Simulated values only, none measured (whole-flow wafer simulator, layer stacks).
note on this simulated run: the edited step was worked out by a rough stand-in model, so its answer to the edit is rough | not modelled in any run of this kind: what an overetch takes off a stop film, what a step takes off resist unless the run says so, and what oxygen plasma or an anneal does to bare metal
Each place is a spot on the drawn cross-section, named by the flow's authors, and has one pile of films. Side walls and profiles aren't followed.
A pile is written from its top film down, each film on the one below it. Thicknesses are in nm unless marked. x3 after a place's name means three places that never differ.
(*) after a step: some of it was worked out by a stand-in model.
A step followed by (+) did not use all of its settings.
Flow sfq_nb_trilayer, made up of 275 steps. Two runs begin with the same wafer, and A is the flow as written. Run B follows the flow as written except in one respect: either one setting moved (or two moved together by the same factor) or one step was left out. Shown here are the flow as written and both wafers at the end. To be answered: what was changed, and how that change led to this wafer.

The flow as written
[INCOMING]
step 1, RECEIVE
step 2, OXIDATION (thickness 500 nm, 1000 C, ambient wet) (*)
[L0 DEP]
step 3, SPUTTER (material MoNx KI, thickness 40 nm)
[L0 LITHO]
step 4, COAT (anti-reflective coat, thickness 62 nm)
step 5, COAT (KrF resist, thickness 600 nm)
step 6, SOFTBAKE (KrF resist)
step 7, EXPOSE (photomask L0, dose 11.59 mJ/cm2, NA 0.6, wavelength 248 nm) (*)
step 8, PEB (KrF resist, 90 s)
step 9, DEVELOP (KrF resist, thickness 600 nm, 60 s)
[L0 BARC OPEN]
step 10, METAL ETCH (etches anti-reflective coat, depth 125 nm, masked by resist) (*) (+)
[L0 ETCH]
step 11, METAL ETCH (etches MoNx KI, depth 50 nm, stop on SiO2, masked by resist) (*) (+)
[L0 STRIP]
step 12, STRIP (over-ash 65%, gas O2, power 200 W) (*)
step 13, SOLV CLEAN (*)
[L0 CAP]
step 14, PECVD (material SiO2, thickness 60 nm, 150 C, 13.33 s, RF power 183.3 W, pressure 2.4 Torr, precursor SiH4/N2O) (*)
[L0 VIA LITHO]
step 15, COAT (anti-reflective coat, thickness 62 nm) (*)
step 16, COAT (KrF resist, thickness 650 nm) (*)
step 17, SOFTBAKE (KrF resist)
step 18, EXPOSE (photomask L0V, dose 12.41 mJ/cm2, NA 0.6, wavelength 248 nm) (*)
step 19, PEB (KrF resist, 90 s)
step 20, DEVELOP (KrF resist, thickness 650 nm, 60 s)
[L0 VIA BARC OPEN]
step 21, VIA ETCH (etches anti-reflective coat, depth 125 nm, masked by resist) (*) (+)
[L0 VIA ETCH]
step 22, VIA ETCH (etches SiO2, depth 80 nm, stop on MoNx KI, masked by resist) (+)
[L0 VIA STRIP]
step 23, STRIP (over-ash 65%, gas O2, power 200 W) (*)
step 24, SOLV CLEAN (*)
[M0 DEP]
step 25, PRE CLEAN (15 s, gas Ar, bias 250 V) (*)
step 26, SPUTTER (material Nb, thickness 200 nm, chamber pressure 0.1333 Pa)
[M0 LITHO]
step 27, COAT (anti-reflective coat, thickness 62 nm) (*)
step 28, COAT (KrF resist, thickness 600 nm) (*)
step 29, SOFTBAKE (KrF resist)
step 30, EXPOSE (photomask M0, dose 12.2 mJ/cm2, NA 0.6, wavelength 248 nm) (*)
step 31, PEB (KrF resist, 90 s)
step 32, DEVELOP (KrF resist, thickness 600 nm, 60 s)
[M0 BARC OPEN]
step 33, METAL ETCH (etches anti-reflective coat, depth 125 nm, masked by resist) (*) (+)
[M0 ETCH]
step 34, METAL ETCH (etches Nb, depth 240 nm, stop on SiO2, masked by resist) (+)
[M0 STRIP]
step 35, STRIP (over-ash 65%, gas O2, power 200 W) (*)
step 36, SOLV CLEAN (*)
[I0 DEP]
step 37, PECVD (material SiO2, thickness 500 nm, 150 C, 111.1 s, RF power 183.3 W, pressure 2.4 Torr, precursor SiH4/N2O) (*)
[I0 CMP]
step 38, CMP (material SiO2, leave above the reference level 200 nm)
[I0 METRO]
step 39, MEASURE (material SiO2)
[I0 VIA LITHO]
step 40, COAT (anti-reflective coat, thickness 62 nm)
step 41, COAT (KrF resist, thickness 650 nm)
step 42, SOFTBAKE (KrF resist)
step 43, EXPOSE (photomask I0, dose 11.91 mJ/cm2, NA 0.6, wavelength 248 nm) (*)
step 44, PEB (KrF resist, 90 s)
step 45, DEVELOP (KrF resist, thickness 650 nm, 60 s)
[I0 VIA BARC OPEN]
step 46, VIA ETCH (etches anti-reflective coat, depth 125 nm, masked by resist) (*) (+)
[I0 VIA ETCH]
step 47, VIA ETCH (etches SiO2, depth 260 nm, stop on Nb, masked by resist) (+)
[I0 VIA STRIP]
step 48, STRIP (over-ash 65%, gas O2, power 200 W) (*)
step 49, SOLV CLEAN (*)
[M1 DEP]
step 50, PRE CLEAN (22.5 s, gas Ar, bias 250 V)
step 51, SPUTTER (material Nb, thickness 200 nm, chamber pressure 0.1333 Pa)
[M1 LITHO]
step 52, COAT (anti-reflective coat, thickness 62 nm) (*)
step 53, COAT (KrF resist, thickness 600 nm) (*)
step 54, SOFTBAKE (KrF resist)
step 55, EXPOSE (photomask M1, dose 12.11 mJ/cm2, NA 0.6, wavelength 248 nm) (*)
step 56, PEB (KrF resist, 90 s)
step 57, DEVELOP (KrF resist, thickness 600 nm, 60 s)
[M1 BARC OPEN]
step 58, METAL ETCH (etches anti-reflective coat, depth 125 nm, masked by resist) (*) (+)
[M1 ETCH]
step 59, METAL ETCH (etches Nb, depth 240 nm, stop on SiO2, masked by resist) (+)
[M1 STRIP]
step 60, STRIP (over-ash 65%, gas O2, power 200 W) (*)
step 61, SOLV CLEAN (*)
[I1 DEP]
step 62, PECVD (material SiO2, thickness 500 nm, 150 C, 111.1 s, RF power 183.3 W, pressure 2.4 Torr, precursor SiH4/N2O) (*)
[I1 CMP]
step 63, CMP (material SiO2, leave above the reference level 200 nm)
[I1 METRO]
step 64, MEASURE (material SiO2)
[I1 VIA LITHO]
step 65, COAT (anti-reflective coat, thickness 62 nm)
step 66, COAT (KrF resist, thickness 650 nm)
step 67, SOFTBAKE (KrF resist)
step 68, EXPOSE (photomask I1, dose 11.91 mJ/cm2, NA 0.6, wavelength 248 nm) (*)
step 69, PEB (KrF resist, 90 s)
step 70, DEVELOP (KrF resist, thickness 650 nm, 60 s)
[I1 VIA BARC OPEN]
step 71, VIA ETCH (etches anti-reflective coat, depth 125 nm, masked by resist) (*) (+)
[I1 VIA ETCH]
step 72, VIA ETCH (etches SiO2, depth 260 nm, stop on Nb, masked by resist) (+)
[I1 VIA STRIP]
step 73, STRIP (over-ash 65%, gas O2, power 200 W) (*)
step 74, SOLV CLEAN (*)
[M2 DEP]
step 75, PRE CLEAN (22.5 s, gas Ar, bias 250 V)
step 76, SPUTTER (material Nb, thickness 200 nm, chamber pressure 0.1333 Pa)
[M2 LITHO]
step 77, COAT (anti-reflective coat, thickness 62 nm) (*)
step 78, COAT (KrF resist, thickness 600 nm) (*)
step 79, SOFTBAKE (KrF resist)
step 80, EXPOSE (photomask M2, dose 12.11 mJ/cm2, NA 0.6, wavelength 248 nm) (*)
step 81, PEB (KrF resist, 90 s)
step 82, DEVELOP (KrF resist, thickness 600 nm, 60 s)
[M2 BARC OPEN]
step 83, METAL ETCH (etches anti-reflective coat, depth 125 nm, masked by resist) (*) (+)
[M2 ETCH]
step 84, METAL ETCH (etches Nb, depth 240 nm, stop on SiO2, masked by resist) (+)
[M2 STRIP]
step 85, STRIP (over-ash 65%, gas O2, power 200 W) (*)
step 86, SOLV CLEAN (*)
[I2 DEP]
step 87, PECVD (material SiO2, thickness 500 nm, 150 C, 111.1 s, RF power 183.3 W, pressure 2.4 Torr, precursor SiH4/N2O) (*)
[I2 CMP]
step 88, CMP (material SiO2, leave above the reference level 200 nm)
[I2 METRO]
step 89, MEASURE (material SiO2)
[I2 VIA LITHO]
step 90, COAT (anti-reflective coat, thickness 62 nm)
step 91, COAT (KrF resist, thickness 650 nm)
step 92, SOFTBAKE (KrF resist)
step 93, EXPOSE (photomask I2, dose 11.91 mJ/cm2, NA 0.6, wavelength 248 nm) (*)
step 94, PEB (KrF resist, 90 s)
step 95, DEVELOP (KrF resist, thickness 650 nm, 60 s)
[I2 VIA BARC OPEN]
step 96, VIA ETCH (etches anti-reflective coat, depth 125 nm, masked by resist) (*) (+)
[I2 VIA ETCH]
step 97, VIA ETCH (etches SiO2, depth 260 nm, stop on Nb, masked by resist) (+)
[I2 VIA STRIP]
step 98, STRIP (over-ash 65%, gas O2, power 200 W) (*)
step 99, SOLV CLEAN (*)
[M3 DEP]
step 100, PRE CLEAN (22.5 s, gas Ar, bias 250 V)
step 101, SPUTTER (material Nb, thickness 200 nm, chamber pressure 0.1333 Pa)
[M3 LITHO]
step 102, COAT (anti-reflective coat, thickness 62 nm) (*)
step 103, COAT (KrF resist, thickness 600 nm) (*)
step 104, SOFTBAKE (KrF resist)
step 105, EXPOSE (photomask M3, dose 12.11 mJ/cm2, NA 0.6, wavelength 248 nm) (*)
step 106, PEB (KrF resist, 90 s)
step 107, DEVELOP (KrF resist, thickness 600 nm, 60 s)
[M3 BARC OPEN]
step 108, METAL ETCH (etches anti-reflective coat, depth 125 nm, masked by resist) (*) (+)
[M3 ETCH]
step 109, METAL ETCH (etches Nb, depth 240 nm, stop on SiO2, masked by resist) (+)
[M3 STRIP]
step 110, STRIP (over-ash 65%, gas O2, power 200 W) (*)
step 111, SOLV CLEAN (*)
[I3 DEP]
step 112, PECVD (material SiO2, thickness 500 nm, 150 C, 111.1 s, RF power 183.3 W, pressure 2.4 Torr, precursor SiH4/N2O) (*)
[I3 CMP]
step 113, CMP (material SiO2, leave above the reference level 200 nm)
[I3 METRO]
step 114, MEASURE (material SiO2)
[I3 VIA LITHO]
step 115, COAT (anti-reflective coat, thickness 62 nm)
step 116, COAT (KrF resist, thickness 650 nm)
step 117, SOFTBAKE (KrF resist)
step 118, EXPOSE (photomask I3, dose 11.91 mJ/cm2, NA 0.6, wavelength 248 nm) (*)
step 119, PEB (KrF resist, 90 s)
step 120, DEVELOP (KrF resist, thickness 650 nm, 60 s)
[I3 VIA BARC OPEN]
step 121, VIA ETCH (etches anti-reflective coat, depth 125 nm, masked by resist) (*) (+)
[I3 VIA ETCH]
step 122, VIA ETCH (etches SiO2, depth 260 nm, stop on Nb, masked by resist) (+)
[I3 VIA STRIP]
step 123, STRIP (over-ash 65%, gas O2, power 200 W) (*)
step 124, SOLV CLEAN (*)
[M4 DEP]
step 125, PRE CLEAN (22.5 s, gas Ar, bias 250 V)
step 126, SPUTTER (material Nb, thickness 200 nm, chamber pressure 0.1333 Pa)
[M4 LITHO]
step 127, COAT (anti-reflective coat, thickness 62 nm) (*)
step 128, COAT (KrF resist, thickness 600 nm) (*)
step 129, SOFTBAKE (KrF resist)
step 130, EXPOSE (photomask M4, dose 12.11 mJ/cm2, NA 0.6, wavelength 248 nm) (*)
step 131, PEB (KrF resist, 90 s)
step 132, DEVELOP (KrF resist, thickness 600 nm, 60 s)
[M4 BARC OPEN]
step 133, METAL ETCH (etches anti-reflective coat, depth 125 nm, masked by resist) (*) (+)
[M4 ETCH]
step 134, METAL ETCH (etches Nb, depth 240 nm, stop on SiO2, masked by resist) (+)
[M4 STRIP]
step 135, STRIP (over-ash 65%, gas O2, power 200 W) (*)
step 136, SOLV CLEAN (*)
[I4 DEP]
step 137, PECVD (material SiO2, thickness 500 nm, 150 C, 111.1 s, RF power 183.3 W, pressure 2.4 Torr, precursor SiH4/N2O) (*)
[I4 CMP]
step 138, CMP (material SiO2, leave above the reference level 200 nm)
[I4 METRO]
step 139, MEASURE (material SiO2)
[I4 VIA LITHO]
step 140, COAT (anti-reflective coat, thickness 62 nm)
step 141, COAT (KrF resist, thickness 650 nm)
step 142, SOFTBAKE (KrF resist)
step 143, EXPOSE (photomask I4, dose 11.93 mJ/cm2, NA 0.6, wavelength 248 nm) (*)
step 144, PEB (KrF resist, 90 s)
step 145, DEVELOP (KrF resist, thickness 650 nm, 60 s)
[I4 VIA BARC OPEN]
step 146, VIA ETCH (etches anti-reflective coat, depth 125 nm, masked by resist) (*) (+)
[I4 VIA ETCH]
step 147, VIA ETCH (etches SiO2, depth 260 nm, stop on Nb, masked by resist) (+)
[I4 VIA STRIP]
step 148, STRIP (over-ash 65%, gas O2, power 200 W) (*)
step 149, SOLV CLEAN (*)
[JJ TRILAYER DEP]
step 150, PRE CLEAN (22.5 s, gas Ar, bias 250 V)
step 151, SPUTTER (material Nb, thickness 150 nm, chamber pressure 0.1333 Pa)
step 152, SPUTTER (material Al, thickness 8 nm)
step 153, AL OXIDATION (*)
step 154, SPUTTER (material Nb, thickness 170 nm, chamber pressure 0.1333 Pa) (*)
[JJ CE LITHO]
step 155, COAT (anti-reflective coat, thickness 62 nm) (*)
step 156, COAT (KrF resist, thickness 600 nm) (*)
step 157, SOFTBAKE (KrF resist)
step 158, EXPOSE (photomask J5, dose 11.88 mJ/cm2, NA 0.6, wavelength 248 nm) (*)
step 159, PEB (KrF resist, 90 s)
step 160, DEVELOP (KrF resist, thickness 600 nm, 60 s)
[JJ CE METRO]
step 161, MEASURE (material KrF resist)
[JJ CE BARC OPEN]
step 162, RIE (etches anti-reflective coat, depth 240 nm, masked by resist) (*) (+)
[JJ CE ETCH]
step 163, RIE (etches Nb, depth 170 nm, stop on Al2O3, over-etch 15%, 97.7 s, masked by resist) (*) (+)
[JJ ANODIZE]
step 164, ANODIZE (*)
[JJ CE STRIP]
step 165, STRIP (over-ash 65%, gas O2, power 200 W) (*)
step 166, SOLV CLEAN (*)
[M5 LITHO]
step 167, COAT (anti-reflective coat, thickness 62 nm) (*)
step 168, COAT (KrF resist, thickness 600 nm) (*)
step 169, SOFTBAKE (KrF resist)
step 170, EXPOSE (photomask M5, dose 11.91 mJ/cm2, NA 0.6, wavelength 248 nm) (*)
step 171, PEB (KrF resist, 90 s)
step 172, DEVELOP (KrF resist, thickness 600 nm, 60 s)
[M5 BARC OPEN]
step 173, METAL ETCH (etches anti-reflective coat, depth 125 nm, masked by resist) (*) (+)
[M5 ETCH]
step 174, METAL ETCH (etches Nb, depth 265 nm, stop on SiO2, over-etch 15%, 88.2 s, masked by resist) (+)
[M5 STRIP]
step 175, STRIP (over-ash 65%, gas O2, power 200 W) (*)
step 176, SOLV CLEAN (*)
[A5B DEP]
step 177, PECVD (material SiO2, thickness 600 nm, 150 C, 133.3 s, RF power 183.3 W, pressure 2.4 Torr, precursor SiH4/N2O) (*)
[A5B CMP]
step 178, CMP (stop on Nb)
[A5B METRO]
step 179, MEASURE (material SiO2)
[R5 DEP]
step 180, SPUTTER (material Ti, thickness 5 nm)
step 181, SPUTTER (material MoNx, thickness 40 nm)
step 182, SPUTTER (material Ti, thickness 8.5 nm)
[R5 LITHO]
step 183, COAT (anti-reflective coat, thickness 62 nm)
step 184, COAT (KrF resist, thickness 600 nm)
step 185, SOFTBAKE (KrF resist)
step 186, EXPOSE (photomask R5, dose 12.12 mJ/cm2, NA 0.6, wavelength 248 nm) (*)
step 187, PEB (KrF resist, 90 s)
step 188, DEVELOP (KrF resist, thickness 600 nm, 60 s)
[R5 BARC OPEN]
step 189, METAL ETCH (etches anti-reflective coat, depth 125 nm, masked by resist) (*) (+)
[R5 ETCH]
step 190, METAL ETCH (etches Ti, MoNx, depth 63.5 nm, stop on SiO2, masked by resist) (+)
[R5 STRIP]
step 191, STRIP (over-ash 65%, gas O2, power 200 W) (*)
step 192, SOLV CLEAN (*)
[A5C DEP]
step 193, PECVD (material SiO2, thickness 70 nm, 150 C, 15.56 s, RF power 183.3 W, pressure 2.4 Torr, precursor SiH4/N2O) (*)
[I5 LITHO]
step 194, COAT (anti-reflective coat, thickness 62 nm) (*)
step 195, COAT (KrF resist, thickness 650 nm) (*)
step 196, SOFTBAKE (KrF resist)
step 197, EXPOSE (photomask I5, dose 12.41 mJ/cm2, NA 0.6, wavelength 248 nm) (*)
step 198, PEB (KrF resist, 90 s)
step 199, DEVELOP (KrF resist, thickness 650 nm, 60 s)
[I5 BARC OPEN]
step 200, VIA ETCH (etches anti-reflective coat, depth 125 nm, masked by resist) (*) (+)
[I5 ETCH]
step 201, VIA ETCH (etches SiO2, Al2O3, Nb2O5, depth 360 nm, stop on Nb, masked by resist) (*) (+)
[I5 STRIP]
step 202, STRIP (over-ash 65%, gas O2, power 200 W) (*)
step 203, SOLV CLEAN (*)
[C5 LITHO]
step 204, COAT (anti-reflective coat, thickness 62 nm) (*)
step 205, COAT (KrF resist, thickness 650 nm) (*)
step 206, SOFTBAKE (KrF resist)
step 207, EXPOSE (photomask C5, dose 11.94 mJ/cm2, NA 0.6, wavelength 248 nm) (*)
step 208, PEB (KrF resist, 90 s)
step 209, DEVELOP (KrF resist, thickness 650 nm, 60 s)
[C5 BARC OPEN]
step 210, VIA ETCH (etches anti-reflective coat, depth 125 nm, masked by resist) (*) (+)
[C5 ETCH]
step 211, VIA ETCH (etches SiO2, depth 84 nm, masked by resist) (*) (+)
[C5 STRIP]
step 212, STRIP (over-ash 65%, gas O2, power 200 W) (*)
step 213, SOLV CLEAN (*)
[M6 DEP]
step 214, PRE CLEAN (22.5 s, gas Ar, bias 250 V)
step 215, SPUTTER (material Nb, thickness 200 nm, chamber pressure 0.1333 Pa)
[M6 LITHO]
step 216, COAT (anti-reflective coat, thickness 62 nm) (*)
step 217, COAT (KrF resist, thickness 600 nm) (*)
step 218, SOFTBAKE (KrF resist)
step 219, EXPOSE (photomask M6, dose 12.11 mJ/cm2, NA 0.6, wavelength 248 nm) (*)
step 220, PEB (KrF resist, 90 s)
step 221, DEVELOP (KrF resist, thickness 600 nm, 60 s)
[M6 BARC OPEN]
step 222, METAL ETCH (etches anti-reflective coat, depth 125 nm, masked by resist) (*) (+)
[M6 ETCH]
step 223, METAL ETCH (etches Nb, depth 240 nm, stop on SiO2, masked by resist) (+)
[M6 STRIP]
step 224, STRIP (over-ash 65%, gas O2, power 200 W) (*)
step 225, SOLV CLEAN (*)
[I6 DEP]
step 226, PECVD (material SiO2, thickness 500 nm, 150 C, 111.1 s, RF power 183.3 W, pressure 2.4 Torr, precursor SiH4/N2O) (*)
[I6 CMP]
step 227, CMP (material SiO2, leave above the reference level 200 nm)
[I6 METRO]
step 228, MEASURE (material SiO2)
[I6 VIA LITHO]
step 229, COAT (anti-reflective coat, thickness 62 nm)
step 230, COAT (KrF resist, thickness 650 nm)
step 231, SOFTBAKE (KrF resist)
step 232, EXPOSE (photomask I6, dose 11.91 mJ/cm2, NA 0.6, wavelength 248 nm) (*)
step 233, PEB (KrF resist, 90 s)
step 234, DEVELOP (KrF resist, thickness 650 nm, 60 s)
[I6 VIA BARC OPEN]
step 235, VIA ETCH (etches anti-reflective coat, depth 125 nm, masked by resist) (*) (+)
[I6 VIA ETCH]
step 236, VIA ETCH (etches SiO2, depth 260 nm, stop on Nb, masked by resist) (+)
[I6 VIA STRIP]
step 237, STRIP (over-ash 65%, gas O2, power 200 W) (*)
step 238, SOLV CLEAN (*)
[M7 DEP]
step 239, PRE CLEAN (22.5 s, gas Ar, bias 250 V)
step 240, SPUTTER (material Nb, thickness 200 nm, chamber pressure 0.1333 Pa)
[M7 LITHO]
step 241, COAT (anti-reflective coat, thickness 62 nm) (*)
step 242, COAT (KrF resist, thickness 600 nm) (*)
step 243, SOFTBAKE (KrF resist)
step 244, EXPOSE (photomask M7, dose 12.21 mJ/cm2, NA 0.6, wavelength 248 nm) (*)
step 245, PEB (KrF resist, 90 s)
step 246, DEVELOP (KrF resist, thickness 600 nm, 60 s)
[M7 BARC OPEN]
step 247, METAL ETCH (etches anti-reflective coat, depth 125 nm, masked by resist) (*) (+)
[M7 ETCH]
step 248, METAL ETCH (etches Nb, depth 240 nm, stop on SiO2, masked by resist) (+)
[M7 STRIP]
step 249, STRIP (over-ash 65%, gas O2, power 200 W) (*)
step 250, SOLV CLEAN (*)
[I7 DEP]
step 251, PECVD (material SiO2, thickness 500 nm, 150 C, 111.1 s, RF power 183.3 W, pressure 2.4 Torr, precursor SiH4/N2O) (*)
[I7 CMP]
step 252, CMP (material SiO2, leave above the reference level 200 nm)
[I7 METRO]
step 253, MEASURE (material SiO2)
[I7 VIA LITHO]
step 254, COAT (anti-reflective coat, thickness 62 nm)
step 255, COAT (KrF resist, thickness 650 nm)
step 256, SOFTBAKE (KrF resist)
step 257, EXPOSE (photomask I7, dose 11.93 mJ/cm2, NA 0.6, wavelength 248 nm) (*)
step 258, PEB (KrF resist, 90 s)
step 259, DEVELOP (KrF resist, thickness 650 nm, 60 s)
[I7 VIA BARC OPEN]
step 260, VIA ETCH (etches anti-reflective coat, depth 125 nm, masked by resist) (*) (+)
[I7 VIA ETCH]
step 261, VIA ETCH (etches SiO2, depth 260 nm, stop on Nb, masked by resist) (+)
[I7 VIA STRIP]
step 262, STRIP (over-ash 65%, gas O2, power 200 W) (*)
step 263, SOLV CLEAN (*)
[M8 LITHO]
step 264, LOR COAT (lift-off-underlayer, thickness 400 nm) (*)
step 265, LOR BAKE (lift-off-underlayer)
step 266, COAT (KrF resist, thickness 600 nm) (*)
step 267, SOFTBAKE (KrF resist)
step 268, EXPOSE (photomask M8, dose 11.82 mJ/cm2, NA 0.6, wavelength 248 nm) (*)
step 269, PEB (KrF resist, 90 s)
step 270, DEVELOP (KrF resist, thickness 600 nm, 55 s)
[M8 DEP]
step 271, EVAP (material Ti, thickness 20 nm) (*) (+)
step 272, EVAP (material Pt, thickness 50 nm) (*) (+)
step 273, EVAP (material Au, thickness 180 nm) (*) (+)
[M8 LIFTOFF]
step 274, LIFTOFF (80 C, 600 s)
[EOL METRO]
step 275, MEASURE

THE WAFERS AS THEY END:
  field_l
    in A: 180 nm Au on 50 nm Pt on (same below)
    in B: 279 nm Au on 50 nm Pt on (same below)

What caused this: step 273, EVAP: thickness 279 nm was run, whereas the flow has thickness 180 nm.
The wafer itself shows it: field_l has Au 279, and step 273 as written asks for 180 nm.

Step by step, how the change led to this:
  step 273, EVAP (material Au, thickness 180 nm) (*) (+)
      field_l, v_sur, via_wl and 103 more: A +180 Au (new film) | B +279 Au (new film)
  step 274, LIFTOFF (80 C, 600 s)
      p4_fl, p4_fm, p4_w1 and 71 more: A -180 Au (all of it), -50 Pt (all of it), -20 Ti (all of it), -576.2 KrF resist (all of it), -400 lift-off-underlayer (all of it) | B -279 Au (all of it), -50 Pt (all of it), -20 Ti (all of it), -576.2 KrF resist (all of it), -400 lift-off-underlayer (all of it)
      c5j, ce_r: A -180 Au (all of it), -50 Pt (all of it), -20 Ti (all of it), -573.3 KrF resist (all of it), -399.3 lift-off-underlayer (all of it) | B -279 Au (all of it), -50 Pt (all of it), -20 Ti (all of it), -573.3 KrF resist (all of it), -399.3 lift-off-underlayer (all of it)
      (as well as at 19 more places)
